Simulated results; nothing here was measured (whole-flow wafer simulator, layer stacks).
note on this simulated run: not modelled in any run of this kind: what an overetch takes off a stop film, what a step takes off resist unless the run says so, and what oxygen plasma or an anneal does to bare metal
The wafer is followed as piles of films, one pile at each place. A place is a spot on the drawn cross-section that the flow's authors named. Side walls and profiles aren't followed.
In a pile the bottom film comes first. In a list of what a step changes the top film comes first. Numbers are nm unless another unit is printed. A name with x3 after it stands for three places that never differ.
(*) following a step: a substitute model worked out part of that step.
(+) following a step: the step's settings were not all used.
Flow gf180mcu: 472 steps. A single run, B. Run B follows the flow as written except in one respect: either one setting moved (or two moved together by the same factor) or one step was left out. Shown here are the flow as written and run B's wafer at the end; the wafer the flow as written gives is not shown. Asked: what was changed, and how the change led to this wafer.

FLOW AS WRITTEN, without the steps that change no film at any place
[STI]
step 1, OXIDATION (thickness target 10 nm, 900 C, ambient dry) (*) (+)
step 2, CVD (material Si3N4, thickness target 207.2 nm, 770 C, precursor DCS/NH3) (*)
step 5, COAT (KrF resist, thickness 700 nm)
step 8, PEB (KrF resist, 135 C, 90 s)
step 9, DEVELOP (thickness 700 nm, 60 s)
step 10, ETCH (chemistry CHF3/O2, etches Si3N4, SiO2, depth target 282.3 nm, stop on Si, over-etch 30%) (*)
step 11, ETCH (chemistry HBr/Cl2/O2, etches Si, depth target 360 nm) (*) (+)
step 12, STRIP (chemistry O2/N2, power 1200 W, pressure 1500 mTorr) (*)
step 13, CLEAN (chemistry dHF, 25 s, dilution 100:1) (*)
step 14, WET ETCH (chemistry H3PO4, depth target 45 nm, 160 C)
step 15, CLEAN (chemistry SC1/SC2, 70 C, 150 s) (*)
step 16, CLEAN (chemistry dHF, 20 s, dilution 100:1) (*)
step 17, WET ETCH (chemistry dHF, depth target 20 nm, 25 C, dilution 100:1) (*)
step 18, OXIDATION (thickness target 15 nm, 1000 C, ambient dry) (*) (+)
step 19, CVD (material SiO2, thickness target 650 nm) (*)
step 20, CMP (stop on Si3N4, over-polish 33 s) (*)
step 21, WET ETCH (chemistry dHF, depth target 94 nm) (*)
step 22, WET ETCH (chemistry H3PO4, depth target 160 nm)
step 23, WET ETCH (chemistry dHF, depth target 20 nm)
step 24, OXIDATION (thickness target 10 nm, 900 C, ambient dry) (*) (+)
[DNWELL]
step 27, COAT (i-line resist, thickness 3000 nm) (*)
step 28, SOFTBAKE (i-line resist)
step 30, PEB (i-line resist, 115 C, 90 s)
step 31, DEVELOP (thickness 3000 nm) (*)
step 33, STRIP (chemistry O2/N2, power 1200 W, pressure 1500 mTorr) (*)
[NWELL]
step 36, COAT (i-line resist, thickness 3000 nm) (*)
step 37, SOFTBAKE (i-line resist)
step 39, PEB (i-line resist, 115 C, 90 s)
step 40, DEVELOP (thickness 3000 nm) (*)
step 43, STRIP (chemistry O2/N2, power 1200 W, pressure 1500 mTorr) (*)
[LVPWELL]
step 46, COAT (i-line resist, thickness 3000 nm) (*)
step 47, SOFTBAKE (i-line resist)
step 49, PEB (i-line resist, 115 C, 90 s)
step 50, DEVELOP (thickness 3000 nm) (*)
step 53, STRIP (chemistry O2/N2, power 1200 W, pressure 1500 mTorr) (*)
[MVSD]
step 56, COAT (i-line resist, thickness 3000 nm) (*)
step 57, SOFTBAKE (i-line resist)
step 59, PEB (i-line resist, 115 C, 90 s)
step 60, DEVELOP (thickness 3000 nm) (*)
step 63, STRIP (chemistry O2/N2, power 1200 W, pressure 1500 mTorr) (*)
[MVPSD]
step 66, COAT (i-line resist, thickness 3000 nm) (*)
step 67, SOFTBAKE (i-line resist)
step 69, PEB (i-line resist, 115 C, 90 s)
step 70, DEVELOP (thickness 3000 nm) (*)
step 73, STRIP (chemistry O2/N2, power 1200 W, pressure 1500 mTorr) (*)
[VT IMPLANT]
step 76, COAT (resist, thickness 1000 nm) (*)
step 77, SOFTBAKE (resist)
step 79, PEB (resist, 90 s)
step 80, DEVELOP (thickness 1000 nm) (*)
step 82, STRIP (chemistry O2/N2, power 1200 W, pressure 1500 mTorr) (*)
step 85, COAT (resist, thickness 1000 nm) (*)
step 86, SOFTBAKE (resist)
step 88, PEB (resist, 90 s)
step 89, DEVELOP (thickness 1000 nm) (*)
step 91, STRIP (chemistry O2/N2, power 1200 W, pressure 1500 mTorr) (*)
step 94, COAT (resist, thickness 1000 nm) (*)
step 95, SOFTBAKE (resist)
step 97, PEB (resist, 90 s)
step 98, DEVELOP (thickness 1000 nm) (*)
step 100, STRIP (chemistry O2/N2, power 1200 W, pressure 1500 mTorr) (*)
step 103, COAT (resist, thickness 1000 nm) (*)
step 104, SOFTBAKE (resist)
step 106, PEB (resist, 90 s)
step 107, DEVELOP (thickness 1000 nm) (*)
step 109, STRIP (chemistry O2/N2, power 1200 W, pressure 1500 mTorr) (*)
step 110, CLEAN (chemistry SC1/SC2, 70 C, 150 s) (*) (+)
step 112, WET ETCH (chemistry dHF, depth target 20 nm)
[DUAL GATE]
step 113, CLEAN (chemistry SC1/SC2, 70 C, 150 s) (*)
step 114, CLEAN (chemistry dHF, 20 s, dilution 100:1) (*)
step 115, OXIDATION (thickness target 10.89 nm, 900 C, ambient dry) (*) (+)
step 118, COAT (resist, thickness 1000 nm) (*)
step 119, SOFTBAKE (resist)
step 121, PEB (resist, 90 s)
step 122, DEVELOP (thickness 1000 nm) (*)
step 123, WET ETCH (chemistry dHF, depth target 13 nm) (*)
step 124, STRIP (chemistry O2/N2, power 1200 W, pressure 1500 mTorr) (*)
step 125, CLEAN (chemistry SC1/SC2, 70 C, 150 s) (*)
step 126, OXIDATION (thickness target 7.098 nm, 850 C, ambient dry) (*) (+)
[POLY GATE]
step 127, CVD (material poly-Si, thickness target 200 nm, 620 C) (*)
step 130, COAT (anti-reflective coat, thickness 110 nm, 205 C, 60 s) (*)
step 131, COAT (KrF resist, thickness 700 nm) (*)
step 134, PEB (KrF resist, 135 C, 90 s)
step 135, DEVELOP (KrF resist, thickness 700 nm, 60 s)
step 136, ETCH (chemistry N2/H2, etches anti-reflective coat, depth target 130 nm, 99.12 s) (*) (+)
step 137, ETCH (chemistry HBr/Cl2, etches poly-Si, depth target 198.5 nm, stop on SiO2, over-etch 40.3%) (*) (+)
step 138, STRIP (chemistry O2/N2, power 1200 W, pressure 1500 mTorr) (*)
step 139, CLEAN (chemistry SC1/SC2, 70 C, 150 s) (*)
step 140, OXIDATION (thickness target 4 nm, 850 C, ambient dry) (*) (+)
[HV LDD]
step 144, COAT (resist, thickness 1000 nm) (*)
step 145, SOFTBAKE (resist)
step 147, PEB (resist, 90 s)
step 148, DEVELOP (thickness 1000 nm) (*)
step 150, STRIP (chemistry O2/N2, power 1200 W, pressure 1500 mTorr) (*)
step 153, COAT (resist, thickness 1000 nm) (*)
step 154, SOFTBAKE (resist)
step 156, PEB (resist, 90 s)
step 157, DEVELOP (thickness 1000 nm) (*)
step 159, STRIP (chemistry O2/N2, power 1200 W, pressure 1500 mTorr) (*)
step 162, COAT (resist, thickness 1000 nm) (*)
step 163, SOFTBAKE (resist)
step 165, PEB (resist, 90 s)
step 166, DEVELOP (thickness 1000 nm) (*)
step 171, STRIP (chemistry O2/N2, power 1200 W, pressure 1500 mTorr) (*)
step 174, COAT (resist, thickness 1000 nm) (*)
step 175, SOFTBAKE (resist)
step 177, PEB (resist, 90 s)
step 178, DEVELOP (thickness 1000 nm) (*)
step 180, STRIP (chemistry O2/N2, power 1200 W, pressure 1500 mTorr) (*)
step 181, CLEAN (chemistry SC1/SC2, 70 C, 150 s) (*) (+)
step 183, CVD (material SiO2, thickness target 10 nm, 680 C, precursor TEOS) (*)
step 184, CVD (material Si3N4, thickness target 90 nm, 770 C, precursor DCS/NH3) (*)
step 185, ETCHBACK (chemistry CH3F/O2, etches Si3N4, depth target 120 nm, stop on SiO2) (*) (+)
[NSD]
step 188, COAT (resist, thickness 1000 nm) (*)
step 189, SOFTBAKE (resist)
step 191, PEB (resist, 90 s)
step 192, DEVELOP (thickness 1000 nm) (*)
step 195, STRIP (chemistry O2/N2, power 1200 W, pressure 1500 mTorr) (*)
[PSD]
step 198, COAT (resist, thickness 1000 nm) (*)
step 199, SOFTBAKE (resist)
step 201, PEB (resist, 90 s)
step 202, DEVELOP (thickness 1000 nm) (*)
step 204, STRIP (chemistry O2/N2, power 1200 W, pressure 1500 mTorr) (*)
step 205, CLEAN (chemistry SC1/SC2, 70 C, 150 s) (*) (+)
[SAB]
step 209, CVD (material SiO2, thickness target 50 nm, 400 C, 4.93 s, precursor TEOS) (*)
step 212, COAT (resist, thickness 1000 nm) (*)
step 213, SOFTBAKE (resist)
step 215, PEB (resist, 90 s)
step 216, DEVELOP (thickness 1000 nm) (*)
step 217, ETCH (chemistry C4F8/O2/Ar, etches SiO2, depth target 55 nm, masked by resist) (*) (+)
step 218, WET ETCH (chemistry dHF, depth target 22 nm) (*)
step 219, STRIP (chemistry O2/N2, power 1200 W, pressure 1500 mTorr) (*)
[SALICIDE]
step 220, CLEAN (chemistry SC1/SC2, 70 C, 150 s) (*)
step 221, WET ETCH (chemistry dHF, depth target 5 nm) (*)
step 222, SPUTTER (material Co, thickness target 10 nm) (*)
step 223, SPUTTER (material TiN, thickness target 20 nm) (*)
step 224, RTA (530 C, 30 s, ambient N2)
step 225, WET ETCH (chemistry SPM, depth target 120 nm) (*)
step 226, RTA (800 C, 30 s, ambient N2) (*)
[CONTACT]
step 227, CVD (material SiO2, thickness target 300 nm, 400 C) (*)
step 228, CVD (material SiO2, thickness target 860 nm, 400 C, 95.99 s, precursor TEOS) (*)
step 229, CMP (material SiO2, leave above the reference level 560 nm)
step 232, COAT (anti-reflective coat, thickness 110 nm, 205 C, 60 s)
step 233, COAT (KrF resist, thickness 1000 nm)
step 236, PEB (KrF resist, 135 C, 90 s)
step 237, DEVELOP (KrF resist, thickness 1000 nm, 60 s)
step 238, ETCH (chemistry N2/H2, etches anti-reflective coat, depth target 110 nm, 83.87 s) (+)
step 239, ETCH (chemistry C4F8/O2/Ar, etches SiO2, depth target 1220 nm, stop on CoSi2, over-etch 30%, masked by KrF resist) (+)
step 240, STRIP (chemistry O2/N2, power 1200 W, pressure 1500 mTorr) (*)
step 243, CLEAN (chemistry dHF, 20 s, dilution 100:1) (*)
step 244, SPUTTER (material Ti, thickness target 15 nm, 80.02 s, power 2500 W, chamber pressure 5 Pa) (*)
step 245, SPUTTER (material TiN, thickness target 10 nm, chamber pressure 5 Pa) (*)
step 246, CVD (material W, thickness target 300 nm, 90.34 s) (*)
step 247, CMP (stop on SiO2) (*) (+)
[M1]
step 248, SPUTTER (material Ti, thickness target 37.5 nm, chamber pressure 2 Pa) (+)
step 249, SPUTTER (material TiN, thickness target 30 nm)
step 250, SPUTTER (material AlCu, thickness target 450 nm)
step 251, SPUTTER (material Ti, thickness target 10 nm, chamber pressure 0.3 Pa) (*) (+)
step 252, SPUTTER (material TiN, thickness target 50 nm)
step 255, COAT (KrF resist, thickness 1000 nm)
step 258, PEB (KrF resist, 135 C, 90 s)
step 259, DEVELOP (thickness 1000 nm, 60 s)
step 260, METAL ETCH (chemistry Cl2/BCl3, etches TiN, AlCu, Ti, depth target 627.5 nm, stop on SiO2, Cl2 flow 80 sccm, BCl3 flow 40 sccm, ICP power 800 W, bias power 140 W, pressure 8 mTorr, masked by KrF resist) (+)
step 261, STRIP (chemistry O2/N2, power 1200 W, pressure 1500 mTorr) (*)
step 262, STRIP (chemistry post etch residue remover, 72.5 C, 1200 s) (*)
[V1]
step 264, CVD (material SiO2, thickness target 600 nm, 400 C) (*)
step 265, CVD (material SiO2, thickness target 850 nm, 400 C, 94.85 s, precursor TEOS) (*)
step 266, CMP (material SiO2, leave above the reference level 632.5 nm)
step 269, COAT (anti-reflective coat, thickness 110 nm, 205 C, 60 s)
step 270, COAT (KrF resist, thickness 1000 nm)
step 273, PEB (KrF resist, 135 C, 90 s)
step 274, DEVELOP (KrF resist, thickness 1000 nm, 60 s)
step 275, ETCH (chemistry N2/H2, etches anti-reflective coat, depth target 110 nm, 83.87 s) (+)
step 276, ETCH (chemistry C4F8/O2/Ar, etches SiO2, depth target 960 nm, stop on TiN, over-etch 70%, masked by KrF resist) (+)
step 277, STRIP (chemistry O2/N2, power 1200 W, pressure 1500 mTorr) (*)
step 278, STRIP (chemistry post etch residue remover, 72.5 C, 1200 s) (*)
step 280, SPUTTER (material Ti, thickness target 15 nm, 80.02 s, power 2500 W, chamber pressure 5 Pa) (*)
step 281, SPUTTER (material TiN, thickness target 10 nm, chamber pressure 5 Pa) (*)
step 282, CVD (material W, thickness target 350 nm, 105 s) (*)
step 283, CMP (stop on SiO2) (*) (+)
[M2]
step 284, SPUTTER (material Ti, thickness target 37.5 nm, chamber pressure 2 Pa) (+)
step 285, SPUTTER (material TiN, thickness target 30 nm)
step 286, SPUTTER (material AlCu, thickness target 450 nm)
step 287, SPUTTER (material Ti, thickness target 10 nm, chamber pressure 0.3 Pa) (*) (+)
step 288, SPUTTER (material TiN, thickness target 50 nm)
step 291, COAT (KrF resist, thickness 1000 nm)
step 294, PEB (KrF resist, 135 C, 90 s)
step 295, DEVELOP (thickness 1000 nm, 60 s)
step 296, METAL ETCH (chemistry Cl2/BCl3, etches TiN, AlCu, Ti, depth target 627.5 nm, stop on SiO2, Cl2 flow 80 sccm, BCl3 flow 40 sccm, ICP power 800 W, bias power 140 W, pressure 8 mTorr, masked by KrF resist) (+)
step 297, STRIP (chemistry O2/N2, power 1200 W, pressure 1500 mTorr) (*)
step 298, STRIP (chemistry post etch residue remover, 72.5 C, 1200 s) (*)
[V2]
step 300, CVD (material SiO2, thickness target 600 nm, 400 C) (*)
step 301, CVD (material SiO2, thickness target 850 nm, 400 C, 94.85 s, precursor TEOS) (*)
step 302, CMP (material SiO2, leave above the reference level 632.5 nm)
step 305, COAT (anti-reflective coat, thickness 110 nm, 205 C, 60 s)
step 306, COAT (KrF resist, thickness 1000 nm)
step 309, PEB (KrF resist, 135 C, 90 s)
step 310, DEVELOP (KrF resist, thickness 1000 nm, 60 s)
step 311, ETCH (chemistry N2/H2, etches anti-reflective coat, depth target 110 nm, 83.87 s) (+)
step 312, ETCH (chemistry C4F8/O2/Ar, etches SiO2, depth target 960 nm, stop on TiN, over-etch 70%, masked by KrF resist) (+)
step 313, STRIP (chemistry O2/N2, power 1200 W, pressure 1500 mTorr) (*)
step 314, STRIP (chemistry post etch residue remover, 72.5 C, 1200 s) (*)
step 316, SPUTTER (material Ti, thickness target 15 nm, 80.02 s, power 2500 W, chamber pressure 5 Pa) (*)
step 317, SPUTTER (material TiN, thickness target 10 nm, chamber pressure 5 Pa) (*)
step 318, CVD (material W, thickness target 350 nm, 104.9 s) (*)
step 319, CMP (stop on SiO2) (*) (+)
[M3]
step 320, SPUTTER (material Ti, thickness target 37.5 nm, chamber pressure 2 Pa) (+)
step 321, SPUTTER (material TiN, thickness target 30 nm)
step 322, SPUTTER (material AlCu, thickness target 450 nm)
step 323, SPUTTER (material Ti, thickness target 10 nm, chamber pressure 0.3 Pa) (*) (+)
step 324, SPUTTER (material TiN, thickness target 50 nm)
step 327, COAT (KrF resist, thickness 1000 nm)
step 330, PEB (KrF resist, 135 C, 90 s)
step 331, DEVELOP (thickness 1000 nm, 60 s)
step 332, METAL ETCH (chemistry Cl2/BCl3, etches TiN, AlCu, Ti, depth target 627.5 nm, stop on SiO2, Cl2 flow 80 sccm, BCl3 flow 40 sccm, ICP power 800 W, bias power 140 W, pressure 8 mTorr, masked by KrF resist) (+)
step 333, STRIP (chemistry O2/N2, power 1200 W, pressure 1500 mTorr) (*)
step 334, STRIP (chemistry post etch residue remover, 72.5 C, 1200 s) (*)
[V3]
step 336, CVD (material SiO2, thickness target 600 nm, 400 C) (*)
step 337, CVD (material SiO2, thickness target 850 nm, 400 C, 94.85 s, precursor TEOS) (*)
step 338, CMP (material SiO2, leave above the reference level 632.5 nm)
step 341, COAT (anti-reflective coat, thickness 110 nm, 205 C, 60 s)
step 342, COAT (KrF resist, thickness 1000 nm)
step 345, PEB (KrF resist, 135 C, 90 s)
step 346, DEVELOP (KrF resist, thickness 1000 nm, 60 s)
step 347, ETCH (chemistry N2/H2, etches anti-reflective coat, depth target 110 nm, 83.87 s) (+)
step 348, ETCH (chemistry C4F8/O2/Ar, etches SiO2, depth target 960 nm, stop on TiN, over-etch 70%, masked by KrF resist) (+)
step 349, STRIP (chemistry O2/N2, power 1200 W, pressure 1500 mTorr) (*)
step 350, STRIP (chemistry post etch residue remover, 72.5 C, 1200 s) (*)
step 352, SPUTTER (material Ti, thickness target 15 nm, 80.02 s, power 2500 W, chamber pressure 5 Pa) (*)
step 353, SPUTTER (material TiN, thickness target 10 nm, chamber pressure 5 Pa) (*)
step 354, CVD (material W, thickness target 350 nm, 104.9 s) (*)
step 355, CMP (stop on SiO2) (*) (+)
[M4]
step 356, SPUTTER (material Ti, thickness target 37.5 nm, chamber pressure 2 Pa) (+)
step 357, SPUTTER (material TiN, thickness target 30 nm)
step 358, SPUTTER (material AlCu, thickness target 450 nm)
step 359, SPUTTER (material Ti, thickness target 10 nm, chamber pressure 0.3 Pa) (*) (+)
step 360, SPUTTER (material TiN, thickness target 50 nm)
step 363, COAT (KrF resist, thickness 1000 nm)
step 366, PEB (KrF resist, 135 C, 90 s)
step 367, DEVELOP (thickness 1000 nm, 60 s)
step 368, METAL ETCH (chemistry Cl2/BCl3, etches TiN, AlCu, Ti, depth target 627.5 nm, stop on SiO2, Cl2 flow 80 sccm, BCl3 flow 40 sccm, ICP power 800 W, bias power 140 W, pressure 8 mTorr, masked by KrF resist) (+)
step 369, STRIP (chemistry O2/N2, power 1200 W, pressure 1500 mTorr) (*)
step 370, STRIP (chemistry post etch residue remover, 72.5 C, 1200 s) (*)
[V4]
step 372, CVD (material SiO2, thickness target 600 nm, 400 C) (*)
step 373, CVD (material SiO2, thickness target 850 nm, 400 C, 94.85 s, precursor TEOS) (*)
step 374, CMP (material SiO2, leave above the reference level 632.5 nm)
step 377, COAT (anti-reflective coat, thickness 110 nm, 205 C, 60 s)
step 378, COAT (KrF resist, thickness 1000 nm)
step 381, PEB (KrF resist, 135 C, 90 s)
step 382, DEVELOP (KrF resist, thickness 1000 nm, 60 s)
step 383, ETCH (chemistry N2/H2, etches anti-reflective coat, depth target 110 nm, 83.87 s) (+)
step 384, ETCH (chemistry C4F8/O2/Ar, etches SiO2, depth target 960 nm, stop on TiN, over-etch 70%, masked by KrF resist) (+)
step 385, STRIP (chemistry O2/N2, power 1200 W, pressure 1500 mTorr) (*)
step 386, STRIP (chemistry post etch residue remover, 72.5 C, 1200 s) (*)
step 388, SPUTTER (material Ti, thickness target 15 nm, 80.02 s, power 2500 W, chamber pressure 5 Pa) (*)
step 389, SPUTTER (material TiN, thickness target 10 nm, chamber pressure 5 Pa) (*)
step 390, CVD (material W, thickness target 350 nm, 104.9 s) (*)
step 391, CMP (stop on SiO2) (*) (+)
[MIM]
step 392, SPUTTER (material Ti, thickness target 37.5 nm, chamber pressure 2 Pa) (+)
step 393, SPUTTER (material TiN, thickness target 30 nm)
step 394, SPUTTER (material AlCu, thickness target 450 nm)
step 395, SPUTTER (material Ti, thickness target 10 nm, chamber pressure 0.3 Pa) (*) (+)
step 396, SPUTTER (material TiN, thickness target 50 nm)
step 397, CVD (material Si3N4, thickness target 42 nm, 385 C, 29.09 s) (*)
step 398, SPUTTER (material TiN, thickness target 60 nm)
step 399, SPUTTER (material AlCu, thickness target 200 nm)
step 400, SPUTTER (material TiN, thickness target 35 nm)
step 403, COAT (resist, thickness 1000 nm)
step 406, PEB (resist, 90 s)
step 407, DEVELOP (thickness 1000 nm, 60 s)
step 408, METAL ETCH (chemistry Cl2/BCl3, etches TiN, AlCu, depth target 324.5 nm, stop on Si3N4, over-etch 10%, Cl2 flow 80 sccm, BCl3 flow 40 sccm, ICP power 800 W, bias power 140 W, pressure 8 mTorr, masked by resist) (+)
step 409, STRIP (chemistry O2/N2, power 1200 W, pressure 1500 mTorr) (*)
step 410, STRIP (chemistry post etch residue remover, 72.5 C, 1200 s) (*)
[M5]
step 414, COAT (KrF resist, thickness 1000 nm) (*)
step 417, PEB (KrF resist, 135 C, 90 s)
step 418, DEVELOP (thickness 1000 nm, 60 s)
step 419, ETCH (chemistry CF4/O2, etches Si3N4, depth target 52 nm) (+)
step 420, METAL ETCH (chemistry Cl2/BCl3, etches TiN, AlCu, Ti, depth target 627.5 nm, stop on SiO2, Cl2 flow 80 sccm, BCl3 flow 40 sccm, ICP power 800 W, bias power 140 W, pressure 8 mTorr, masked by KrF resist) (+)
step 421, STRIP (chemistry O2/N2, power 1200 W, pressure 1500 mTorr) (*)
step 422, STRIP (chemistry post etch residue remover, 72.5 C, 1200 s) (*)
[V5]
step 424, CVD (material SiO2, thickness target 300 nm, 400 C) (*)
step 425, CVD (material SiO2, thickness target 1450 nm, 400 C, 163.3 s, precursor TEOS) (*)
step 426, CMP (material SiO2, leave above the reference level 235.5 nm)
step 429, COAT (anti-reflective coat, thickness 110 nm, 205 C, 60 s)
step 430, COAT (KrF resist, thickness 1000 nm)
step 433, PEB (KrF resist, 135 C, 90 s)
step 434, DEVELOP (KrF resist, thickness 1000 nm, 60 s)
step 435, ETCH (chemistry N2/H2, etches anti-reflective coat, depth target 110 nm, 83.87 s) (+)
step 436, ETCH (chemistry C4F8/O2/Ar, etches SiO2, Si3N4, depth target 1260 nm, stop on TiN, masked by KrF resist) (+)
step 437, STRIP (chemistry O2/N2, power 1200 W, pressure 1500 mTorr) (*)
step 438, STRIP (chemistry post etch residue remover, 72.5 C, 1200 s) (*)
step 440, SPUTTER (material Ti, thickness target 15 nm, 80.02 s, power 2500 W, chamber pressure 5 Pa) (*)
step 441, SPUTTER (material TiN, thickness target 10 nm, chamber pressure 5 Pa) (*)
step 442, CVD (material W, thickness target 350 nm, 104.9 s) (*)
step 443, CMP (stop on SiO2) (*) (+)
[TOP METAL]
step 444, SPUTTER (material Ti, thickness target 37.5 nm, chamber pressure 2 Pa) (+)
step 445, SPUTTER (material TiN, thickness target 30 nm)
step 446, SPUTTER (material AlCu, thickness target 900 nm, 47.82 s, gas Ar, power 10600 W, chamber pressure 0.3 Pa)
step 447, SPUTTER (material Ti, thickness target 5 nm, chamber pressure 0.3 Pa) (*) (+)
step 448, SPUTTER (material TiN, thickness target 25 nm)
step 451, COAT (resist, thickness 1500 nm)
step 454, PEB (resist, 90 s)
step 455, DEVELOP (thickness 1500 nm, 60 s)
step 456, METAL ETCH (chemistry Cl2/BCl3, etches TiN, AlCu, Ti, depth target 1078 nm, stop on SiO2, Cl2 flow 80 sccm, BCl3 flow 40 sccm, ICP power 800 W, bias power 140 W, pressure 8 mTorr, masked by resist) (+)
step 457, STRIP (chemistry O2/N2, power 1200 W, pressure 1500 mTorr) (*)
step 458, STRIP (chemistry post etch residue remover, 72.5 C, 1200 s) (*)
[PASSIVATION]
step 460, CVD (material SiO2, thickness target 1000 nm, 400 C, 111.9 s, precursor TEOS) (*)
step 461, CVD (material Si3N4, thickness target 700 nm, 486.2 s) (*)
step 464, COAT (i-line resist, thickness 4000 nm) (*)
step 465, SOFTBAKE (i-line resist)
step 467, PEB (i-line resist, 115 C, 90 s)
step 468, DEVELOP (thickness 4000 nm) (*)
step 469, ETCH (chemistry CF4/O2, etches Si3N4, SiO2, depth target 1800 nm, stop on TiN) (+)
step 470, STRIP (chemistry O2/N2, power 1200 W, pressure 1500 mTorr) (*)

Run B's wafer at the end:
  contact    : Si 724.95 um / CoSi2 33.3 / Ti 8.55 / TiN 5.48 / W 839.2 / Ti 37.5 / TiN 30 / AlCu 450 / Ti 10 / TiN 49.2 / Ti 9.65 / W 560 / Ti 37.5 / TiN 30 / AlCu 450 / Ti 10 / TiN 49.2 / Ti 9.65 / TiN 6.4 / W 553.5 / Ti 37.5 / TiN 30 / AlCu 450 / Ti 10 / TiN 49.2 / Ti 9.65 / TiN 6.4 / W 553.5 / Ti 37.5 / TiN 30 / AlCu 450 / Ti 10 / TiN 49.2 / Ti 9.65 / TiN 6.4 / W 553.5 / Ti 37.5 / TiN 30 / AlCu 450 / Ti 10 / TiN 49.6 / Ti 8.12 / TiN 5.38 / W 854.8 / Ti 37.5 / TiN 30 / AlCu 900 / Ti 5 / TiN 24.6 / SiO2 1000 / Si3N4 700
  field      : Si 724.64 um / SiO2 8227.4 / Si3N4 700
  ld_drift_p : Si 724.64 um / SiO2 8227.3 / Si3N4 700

Cause: step 281, SPUTTER: material TiN, thickness target 10 nm, chamber pressure 5 Pa (*), was omitted.

The path from the change to this, step by step:
  step 283, CMP (stop on SiO2) (*) (+)
      field, field__w1, field__w2 and 107 more: W loses 350 (all of it), Ti loses 15 (all of it), SiO2 loses 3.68 (as written it would have been: W loses 350 (all of it), TiN loses 10 (all of it), Ti loses 15 (all of it), SiO2 loses 3.78)
      contact: W loses 368.7 (as written it would have been: W loses 378.8)
